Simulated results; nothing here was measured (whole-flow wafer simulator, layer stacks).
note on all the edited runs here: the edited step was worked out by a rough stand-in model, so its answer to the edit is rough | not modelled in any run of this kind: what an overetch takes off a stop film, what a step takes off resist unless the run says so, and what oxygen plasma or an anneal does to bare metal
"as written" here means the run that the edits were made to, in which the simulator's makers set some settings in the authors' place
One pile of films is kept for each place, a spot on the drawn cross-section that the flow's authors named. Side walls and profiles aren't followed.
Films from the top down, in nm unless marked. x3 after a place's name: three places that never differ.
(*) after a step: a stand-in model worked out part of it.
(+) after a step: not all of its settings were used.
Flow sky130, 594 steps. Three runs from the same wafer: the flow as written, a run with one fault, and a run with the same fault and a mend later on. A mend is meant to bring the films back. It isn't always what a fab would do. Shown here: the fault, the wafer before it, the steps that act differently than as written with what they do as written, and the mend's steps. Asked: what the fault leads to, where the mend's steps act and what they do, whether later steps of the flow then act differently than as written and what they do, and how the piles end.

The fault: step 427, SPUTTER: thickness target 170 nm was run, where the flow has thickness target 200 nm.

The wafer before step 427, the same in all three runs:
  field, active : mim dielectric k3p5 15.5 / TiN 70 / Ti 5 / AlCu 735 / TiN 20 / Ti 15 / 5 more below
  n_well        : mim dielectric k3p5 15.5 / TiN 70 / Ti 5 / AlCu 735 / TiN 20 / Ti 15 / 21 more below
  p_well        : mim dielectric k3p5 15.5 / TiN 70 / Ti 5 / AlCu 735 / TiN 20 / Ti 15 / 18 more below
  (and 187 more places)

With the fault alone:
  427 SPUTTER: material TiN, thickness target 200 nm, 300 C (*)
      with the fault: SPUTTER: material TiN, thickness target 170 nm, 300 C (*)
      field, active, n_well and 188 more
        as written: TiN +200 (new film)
        with the fault: TiN +170 (new film)
  Later steps of the flow that act differently than as written (3 more steps differ only slightly, by at most 2% or 0.5 nm, whichever is larger, and aren't shown):
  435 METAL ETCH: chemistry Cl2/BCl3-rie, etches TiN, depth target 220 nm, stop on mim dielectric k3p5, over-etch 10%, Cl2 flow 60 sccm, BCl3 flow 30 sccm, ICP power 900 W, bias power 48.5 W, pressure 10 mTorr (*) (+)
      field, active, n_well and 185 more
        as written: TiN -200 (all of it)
        with the fault: TiN -170 (all of it)
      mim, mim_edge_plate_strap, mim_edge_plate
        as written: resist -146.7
        with the fault: resist -124.7
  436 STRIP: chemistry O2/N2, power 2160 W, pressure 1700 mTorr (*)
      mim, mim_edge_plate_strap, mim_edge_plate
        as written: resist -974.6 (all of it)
        with the fault: resist -996.6 (all of it)
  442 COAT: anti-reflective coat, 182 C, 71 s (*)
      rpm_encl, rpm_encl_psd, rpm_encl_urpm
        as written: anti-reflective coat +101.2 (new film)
        with the fault: anti-reflective coat +104.1 (new film)
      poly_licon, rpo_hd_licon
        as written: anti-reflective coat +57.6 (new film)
        with the fault: anti-reflective coat +65.8 (new film)
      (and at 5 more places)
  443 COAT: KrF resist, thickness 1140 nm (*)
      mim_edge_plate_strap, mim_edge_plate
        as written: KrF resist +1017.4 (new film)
        with the fault: KrF resist +1047.4 (new film)
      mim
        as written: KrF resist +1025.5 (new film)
        with the fault: KrF resist +1052.9 (new film)
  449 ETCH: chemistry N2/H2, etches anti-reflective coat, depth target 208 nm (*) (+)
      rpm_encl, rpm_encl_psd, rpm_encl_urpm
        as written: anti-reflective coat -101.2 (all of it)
        with the fault: anti-reflective coat -104.1 (all of it)
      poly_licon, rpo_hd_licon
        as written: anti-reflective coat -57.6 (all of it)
        with the fault: anti-reflective coat -65.8 (all of it)
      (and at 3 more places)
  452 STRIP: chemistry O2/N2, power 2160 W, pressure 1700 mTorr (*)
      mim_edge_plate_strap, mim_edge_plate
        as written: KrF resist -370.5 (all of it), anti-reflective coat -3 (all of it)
        with the fault: KrF resist -400.5 (all of it), anti-reflective coat -3 (all of it)
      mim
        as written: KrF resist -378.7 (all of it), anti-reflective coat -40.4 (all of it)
        with the fault: KrF resist -406 (all of it), anti-reflective coat -33.8 (all of it)
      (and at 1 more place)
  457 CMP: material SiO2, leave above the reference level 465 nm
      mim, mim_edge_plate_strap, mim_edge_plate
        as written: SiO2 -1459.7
        with the fault: SiO2 -1429.7
  At the end the piles differ from the flow's by more than 2% or 0.5 nm, whichever is larger, at mim, mim_edge_plate_strap, mim_edge_plate.
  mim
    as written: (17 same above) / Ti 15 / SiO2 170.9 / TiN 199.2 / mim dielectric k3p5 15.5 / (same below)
    with the fault: (17 same above) / Ti 15 / SiO2 200.9 / TiN 169.2 / mim dielectric k3p5 15.5 / (same below)
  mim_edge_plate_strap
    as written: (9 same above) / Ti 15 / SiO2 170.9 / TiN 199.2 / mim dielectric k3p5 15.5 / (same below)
    with the fault: (9 same above) / Ti 15 / SiO2 200.9 / TiN 169.2 / mim dielectric k3p5 15.5 / (same below)
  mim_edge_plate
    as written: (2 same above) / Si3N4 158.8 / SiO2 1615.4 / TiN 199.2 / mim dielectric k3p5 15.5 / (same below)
    with the fault: (2 same above) / Si3N4 158.8 / SiO2 1645.4 / TiN 169.2 / mim dielectric k3p5 15.5 / (same below)

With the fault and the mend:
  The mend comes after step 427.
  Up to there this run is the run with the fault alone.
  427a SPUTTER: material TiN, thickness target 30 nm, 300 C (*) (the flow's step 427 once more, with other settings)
      field, active, n_well and 188 more
        TiN +30
  No later step of the flow acts differently than as written at any place that is followed.
  At the end the piles are the same as the flow's at every place that both follow.
